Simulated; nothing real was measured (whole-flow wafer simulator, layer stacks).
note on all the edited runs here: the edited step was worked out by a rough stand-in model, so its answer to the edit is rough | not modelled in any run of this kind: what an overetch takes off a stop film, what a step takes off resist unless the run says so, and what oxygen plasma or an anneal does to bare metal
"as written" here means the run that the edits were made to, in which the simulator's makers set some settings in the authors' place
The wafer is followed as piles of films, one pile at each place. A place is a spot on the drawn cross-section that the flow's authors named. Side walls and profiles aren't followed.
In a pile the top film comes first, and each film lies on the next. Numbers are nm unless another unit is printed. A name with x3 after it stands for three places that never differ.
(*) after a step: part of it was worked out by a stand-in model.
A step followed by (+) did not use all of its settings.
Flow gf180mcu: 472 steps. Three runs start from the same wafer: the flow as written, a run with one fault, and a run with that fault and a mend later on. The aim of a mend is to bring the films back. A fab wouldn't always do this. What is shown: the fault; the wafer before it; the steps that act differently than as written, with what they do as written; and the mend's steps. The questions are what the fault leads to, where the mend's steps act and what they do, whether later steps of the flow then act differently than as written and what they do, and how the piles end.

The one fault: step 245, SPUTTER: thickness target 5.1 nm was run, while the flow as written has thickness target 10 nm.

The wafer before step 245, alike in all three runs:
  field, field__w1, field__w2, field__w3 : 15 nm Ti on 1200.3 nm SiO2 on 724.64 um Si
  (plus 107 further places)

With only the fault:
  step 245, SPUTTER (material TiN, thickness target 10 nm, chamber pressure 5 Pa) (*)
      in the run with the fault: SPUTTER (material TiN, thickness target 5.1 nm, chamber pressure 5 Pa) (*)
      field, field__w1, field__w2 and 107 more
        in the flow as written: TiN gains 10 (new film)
        in the run with the fault: TiN gains 5.1 (new film)
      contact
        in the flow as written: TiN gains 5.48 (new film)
        in the run with the fault: TiN gains 2.8 (new film)
  Steps later in the flow that act otherwise than as written (not shown: 1 more step that differs only slightly, by at most 2% or 0.5 nm, whichever is larger):
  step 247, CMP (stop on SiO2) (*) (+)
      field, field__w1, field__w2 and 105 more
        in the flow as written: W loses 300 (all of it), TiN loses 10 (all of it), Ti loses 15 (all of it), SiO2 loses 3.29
        in the run with the fault: W loses 300 (all of it), TiN loses 5.1 (all of it), Ti loses 15 (all of it), SiO2 loses 3.24
  By the end, the piles at contact, polyc_n, polyc_p depart from the flow's by more than 2% or 0.5 nm, whichever is larger.
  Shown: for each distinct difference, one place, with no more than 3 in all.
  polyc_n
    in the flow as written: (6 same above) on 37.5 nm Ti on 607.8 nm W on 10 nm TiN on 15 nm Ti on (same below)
    in the run with the fault: (6 same above) on 37.5 nm Ti on 612.7 nm W on 5.1 nm TiN on 15 nm Ti on (same below)
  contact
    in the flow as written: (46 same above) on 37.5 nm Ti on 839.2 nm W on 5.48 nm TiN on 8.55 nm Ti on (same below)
    in the run with the fault: (46 same above) on 37.5 nm Ti on 842 nm W on 2.8 nm TiN on 8.55 nm Ti on (same below)

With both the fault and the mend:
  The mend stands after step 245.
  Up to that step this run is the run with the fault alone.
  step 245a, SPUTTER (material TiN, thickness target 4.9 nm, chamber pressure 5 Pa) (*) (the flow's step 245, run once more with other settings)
      field, field__w1, field__w2 and 107 more
        TiN gains 4.9
      contact
        TiN gains 2.68
  Later steps of the flow that are run all act as written at every place that is followed.
  The piles end the same as the flow's at every place that both follow.
